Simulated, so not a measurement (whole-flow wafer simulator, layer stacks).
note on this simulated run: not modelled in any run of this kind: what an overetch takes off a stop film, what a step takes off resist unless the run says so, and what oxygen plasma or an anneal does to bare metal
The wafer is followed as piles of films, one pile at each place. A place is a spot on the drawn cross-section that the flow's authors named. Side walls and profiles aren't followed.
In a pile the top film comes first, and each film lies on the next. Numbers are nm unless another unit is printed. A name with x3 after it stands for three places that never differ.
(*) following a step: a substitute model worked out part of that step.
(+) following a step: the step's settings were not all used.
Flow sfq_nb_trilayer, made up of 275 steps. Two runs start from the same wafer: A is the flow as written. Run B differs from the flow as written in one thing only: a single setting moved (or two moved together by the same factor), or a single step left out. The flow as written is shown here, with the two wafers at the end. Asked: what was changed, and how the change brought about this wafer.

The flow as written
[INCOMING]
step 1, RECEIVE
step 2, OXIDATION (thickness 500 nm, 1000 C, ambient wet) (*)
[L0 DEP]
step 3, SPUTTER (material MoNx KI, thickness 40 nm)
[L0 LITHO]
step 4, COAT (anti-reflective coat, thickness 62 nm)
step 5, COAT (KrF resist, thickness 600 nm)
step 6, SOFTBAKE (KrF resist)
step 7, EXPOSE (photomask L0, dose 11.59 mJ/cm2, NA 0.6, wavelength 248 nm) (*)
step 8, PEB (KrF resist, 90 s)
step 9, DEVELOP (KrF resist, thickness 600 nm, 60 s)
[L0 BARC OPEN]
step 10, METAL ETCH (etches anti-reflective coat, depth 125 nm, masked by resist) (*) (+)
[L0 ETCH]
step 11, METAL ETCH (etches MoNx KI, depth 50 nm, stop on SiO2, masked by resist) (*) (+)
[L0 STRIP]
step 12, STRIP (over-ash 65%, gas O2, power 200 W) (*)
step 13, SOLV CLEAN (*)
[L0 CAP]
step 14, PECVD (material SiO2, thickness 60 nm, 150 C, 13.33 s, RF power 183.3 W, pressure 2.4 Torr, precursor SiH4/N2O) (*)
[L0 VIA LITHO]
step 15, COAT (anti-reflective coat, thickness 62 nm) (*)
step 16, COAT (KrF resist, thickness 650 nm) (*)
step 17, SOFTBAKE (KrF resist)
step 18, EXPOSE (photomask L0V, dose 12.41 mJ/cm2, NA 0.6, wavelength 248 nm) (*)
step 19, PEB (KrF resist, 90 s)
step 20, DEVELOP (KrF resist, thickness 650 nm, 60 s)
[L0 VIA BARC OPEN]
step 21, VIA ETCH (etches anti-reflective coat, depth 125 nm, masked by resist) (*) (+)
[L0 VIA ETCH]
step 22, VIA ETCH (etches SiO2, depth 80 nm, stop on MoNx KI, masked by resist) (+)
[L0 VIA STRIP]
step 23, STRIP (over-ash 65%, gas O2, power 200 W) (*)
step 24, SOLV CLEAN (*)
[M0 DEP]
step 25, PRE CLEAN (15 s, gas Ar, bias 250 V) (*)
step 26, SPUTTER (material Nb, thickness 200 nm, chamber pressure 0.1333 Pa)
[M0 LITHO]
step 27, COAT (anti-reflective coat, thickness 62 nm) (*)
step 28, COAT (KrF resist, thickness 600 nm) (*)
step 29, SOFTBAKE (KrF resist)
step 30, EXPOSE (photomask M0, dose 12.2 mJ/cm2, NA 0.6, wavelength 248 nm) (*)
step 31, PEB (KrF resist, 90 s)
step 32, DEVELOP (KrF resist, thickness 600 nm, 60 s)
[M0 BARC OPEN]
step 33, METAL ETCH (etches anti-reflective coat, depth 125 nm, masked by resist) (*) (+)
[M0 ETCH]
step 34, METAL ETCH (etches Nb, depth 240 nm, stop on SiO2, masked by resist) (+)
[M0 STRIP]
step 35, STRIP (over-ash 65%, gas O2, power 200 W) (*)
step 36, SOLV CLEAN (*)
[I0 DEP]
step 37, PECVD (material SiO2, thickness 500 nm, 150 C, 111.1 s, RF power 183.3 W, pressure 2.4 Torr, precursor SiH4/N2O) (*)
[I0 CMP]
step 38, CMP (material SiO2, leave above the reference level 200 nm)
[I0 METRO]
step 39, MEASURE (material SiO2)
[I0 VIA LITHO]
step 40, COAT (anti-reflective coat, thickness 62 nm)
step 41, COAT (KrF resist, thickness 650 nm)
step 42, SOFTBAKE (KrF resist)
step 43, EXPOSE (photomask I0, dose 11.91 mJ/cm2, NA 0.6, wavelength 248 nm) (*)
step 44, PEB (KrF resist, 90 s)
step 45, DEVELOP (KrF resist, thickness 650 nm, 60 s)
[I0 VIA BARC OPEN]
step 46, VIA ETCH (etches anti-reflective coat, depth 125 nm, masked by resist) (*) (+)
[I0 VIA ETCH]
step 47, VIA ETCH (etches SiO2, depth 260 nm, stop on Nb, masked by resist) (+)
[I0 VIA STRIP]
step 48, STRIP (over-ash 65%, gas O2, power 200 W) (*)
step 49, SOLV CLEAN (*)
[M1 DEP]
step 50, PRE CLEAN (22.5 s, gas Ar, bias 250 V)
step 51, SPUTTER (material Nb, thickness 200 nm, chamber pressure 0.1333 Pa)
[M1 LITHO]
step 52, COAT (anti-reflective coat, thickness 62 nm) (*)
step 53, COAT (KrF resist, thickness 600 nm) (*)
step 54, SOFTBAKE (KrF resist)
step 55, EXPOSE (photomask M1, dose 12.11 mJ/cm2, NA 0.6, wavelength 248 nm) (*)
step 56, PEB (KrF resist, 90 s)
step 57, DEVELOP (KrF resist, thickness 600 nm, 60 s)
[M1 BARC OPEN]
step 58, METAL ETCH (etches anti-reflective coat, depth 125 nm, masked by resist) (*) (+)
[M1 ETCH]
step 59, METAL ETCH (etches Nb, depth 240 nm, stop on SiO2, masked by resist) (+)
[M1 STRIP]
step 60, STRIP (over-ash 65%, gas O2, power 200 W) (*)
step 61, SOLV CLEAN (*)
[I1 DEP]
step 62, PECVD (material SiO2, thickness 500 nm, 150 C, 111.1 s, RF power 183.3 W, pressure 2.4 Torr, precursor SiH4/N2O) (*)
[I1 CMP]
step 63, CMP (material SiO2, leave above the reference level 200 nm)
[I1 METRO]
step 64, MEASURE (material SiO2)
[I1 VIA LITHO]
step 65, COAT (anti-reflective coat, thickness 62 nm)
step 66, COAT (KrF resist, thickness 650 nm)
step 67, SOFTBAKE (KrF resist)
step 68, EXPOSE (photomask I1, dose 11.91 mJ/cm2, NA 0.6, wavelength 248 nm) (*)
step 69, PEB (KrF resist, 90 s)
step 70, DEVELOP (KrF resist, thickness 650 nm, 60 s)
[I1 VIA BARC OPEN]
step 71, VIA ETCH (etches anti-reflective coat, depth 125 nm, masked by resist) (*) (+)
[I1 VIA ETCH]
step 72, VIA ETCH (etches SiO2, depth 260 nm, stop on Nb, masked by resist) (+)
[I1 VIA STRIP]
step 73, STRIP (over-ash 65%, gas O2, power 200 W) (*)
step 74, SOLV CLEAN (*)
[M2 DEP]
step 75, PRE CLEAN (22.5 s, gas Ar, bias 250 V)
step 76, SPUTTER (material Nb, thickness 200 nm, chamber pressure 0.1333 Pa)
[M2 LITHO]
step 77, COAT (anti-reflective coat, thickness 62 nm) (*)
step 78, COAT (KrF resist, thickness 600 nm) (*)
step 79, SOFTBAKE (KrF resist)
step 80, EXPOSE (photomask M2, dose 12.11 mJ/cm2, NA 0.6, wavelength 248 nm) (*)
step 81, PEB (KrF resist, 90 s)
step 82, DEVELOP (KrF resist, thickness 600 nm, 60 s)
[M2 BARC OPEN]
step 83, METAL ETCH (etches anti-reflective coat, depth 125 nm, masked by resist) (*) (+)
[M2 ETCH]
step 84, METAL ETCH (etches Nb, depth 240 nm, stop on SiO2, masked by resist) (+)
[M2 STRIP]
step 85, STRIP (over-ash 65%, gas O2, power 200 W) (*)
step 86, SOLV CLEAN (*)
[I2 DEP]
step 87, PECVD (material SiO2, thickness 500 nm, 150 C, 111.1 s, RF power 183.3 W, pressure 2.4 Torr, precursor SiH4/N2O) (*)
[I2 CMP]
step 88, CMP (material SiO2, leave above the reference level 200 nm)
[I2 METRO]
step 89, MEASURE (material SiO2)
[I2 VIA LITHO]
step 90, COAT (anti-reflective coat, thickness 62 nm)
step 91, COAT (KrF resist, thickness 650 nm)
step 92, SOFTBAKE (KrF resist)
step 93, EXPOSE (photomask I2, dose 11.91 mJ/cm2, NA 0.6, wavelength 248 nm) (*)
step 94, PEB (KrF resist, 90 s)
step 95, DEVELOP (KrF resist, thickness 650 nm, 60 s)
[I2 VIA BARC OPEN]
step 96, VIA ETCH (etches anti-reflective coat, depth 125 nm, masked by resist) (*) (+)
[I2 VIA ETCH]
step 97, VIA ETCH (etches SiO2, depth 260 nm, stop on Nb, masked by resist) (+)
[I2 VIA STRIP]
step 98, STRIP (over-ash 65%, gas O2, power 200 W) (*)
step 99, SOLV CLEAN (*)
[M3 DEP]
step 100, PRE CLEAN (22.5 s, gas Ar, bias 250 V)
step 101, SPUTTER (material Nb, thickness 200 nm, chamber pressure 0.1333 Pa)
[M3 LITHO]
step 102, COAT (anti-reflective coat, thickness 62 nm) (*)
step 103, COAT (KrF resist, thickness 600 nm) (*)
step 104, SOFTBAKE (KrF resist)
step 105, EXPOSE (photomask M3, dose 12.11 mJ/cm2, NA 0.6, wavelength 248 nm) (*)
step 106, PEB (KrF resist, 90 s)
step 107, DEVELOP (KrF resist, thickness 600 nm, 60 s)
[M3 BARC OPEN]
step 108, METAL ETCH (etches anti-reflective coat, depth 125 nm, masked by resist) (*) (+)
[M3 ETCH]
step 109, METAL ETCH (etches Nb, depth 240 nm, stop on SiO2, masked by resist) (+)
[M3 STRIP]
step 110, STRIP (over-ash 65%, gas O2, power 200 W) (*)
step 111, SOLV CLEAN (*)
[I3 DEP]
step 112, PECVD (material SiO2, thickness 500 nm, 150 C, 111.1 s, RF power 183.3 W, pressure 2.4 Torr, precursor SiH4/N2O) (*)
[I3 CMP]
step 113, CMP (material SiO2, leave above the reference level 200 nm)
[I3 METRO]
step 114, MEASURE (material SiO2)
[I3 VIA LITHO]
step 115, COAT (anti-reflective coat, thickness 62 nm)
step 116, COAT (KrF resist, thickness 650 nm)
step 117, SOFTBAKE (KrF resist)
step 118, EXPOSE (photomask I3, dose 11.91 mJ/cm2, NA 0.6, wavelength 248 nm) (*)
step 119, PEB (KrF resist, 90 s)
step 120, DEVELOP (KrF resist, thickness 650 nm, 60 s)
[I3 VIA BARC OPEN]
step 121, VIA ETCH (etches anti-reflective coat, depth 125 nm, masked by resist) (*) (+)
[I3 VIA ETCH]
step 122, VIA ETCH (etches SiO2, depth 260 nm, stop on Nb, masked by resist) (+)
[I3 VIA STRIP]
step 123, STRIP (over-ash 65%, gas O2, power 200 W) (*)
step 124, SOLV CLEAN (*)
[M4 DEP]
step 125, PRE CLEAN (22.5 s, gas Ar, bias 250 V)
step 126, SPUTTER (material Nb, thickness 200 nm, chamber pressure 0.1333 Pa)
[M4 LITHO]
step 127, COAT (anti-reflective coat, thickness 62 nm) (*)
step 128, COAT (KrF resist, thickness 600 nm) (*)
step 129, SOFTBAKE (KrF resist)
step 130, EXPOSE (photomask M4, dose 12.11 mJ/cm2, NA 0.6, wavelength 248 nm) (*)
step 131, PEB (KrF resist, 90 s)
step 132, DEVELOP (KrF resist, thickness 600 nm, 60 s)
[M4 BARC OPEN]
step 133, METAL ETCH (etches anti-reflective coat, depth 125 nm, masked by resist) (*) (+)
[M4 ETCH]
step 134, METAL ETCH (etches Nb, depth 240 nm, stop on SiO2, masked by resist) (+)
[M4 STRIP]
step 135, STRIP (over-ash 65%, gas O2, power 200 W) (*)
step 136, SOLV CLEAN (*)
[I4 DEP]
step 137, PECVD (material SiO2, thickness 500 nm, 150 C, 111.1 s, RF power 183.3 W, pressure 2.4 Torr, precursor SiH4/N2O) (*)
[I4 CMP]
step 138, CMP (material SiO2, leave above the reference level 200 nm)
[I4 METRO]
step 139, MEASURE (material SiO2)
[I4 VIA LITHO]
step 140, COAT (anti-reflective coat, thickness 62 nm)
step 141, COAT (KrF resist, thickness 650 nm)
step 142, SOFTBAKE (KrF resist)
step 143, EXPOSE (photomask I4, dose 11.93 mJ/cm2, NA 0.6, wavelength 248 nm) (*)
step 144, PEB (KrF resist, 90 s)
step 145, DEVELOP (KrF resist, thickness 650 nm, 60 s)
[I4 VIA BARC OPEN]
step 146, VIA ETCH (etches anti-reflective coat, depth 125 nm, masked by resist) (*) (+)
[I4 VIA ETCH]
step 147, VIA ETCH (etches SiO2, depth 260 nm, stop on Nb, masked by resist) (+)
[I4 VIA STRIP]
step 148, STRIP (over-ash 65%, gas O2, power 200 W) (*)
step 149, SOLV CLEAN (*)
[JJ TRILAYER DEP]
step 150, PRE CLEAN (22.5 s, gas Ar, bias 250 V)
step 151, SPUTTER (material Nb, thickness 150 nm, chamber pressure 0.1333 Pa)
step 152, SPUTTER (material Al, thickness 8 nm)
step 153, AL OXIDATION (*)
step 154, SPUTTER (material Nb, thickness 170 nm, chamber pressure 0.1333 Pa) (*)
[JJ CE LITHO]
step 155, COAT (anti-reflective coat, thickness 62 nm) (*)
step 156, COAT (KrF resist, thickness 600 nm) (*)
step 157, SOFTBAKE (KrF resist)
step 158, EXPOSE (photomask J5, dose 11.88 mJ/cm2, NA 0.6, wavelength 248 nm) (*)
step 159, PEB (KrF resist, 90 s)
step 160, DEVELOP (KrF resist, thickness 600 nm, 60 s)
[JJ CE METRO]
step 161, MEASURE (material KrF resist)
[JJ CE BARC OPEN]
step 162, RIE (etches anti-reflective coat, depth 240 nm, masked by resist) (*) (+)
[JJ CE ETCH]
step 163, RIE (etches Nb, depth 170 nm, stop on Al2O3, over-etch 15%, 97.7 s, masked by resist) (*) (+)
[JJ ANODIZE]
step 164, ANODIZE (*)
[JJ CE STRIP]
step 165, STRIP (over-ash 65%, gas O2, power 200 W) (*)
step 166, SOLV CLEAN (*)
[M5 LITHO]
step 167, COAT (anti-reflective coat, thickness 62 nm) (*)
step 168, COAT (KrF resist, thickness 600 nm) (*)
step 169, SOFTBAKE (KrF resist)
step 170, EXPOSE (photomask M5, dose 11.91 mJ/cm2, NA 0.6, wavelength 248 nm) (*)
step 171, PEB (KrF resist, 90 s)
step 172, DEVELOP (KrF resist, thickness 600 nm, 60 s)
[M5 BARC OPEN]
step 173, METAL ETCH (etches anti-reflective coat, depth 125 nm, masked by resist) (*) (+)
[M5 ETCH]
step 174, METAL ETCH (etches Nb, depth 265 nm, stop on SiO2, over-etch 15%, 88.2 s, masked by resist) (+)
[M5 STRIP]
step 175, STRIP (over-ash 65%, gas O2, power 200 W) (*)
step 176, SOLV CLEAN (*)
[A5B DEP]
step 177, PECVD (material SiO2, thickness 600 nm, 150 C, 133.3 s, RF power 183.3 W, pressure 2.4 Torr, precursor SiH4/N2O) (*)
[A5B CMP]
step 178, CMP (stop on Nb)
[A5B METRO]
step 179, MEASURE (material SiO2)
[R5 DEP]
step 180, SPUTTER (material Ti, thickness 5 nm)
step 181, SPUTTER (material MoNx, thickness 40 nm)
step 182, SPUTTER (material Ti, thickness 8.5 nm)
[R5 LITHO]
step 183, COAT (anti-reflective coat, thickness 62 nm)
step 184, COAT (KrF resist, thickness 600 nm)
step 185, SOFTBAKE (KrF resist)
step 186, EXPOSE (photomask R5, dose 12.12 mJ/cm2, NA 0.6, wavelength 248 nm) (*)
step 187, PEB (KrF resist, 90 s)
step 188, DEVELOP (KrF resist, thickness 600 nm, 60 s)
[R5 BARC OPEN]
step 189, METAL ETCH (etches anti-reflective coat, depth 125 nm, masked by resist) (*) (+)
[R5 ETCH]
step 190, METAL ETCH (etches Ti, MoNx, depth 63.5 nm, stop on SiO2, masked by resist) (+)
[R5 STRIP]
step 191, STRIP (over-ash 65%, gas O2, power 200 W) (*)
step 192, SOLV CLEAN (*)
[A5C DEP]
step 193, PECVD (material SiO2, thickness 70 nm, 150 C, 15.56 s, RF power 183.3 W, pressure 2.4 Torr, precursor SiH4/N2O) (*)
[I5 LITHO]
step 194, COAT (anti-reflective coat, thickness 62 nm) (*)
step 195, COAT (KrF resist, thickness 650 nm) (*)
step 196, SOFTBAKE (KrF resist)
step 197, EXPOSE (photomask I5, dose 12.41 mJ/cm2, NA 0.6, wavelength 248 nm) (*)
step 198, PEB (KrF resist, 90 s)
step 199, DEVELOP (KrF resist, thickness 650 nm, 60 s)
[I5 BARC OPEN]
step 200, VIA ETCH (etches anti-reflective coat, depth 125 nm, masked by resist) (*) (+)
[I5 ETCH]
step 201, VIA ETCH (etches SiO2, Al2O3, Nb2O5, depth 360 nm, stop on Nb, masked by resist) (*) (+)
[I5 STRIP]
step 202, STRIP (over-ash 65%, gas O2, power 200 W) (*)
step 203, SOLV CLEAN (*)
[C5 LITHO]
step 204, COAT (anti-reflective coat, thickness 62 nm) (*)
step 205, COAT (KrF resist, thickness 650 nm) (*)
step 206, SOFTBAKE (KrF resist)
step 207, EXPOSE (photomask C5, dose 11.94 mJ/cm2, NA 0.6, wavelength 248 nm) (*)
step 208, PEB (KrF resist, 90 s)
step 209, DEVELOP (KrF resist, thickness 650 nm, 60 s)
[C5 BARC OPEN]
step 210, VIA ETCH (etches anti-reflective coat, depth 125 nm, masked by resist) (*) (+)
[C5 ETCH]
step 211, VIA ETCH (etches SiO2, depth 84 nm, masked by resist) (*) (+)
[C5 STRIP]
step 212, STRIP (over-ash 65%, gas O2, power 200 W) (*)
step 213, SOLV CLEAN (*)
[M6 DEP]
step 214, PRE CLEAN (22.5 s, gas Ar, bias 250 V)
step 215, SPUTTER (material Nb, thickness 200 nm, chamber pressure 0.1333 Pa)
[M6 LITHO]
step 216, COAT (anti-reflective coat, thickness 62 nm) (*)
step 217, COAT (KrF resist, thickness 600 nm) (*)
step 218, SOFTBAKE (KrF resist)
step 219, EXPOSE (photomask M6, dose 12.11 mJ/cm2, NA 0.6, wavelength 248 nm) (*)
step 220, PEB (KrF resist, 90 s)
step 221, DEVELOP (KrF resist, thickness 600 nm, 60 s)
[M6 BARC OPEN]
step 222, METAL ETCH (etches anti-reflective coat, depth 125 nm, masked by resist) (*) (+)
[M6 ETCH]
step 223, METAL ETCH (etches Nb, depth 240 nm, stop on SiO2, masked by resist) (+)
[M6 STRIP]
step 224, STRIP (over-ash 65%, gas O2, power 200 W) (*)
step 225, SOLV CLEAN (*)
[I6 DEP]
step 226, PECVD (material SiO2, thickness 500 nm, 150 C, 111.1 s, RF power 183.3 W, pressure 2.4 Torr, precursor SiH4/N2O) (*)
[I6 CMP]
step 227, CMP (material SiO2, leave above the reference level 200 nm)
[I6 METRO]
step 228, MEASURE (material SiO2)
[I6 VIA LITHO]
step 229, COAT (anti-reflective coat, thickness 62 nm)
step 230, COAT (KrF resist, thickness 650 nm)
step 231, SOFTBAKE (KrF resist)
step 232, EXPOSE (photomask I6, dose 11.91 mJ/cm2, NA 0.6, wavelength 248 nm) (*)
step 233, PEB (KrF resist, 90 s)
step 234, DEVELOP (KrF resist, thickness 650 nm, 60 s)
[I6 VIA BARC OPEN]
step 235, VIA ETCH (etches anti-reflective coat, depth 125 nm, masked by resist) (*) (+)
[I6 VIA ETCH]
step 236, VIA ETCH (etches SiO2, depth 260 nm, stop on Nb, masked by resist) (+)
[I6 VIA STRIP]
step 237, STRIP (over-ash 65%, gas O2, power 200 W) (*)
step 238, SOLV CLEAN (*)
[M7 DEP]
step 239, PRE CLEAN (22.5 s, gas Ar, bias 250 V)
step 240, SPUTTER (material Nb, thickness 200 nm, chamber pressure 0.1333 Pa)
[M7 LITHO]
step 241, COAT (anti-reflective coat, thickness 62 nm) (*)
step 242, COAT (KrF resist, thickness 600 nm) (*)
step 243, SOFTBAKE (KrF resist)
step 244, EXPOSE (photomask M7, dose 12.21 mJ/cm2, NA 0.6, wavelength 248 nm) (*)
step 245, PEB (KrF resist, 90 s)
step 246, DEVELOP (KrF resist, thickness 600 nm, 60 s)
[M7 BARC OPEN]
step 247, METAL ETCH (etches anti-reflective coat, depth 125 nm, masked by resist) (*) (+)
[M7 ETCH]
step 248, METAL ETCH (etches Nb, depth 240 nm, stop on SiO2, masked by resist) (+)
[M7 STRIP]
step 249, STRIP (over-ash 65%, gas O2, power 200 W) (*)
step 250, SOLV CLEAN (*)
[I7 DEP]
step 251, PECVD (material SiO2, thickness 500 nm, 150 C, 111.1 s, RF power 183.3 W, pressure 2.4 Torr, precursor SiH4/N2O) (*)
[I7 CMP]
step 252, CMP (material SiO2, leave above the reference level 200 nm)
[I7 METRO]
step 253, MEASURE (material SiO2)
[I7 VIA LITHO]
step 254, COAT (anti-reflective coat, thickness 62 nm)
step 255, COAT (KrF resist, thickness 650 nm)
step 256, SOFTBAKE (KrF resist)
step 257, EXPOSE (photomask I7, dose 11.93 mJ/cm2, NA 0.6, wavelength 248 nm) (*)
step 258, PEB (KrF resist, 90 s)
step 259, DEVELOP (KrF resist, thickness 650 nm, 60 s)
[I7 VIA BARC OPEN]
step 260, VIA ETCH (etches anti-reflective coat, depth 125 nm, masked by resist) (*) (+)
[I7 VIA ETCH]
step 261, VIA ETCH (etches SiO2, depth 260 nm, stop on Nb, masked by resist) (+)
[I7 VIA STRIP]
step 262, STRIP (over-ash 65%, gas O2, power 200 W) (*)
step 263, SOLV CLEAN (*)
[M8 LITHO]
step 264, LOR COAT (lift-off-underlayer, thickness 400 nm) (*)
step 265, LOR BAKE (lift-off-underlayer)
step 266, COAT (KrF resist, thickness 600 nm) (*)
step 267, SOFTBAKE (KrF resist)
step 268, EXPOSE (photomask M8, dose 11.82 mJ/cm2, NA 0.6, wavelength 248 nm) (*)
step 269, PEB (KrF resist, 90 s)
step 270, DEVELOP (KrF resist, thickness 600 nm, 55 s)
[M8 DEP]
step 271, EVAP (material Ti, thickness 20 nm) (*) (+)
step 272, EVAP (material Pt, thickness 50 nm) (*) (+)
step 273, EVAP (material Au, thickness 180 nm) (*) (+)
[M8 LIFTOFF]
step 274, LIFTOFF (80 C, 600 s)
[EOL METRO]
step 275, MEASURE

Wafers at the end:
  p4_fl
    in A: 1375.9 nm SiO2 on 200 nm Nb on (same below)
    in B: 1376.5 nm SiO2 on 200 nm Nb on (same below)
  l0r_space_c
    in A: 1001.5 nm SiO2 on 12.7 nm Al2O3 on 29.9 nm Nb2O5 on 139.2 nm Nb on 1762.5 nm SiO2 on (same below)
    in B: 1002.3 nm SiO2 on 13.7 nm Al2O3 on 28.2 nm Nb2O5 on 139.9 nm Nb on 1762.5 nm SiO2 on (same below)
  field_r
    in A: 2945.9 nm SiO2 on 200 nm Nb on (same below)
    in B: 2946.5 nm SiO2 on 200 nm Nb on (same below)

What caused this: step 152, SPUTTER: thickness 8.6 nm was run, though the flow has thickness 8 nm.

Step by step, how the change led to this:
  step 152, SPUTTER (material Al, thickness 8 nm)
      field_l, v_sur, via_sp and 100 more: A Al gains 8 (new film) | B Al gains 8.6 (new film)
      via_w: A Al gains 7.12 (new film) | B Al gains 7.66 (new film)
  step 164, ANODIZE (*)
      field_l, v_sur, via_sp and 96 more: A Al2O3 gains 12.2, Nb2O5 gains 29.9 (new film), Al loses 7.42 (all of it), Nb loses 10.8 | B Al2O3 gains 13.2, Nb2O5 gains 28.2 (new film), Al loses 8.02 (all of it), Nb loses 10.1
      via_wl, via_wr: A Al2O3 gains 7.52 (new film), Nb2O5 gains 39.2 (new film), Al loses 4.56 (all of it), Nb loses 14.1 | B Al2O3 gains 8.16 (new film), Nb2O5 gains 38 (new film), Al loses 4.94 (all of it), Nb loses 13.7
      (and at 1 other place as well)
  step 167, COAT (anti-reflective coat, thickness 62 nm) (*)
      ce_l: A anti-reflective coat gains 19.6 (new film) | B anti-reflective coat gains 19 (new film)
      ce_r: A anti-reflective coat gains 19.7 (new film) | B anti-reflective coat gains 19 (new film)
  step 174, METAL ETCH (etches Nb, depth 265 nm, stop on SiO2, over-etch 15%, 88.2 s, masked by resist) (+)
      field_l, r_sur, res and 50 more: A Al2O3 loses 12.6 (all of it), Nb2O5 loses 29.9 (all of it), Nb loses 139.2 (all of it), SiO2 loses 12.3 | B Al2O3 loses 13.6 (all of it), Nb2O5 loses 28.2 (all of it), Nb loses 139.9 (all of it), SiO2 loses 12.3
  step 175, STRIP (over-ash 65%, gas O2, power 200 W) (*)
      ce_l: A KrF resist loses 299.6 (all of it), anti-reflective coat loses 19.6 (all of it) | B KrF resist loses 299.7 (all of it), anti-reflective coat loses 19 (all of it)
      ce_r: A KrF resist loses 299.9 (all of it), anti-reflective coat loses 19.7 (all of it) | B KrF resist loses 299.9 (all of it), anti-reflective coat loses 19 (all of it)
  step 201, VIA ETCH (etches SiO2, Al2O3, Nb2O5, depth 360 nm, stop on Nb, masked by resist) (*) (+)
      be: A SiO2 loses 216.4 (all of it), Al2O3 loses 12.7 (all of it), Nb2O5 loses 29.9 (all of it) | B SiO2 loses 217.1 (all of it), Al2O3 loses 13.7 (all of it), Nb2O5 loses 28.2 (all of it)
